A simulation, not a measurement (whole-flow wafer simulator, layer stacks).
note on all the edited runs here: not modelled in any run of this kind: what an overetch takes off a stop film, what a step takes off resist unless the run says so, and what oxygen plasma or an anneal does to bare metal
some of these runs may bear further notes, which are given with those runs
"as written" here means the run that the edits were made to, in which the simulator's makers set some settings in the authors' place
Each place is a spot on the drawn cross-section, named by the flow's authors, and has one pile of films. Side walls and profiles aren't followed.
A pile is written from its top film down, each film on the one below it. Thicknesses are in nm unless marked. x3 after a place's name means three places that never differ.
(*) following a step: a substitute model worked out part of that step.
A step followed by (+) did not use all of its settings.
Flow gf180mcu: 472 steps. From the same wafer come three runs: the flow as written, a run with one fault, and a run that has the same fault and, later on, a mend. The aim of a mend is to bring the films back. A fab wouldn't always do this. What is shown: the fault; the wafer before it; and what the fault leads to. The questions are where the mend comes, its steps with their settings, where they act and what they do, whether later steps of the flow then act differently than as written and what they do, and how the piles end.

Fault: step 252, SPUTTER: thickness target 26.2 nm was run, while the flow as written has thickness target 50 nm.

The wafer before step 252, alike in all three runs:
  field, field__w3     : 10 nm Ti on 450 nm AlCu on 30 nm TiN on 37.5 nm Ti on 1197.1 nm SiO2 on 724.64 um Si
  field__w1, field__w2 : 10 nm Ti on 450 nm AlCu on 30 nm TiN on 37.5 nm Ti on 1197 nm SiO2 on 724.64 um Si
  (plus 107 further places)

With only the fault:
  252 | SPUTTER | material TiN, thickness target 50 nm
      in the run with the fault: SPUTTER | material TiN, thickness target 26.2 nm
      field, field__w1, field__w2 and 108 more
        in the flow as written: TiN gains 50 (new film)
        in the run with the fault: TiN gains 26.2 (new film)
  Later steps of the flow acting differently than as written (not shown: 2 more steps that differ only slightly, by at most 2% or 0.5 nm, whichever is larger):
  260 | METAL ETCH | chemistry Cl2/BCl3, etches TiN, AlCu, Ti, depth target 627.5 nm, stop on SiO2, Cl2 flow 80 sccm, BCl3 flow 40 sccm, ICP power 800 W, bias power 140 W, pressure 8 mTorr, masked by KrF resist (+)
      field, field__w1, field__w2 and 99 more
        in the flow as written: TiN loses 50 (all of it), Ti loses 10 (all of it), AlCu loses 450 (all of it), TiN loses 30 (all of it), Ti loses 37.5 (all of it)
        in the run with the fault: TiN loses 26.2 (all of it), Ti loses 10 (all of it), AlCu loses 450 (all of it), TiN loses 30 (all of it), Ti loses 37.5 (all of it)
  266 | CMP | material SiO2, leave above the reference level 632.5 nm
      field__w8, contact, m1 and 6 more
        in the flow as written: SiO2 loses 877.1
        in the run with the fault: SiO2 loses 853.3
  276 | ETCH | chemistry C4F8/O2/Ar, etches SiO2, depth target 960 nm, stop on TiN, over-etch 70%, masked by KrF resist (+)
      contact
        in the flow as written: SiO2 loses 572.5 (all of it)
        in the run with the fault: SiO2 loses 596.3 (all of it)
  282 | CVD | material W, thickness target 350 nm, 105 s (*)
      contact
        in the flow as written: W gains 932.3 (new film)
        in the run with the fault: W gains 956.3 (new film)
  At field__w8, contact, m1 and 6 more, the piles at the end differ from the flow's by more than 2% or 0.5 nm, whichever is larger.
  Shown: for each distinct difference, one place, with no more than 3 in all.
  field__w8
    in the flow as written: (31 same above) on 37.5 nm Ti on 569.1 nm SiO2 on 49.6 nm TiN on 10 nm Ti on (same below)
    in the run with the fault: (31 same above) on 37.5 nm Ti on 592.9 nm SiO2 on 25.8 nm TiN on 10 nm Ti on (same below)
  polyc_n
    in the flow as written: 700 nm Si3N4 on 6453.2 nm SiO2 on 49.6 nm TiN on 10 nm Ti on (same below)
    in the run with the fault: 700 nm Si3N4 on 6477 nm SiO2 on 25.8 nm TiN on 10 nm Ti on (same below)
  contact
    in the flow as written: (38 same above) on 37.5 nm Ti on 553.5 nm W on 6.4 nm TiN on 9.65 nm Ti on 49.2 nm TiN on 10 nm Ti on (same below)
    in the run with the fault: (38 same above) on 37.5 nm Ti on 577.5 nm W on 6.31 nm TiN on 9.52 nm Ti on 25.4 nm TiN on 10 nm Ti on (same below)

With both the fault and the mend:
  The mend follows step 259.
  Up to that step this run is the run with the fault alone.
  259a | STRIP | chemistry O2/N2, power 2160 W, pressure 1700 mTorr (*)
      field__w8, contact, m1 and 6 more
        KrF resist loses 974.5 (all of it)
  259b | SPUTTER | material TiN, thickness target 23.8 nm (the flow's step 252 again, with other settings)
      field, field__w1, field__w2 and 108 more
        TiN gains 23.8
  259c | HMDS | 120 C, 60 s (the flow's step 254 again)
      alters no film at any place that is followed
  259d | COAT | KrF resist, thickness 1000 nm (the flow's step 255 again)
      field, field__w1, field__w2 and 108 more
        KrF resist gains 1000 (new film)
  259e | SOFTBAKE | KrF resist (the flow's step 256 again)
      alters no film at any place that is followed
  259f | EXPOSE | photomask Metal1 (the flow's step 257 again)
      alters no film at any place that is followed
  259g | PEB | KrF resist, 135 C, 90 s (the flow's step 258 again)
      field, field__w1, field__w2 and 108 more
        KrF resist loses 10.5
  259h | DEVELOP | thickness 1000 nm, 60 s (the flow's step 259 again)
      field, field__w1, field__w2 and 99 more
        KrF resist loses 989.5 (all of it)
      field__w8, contact, m1 and 6 more
        KrF resist loses 14.9
  Later steps of the flow that are run all act as written at every place that is followed.
  By the end, the piles equal the flow's at every place that both follow.
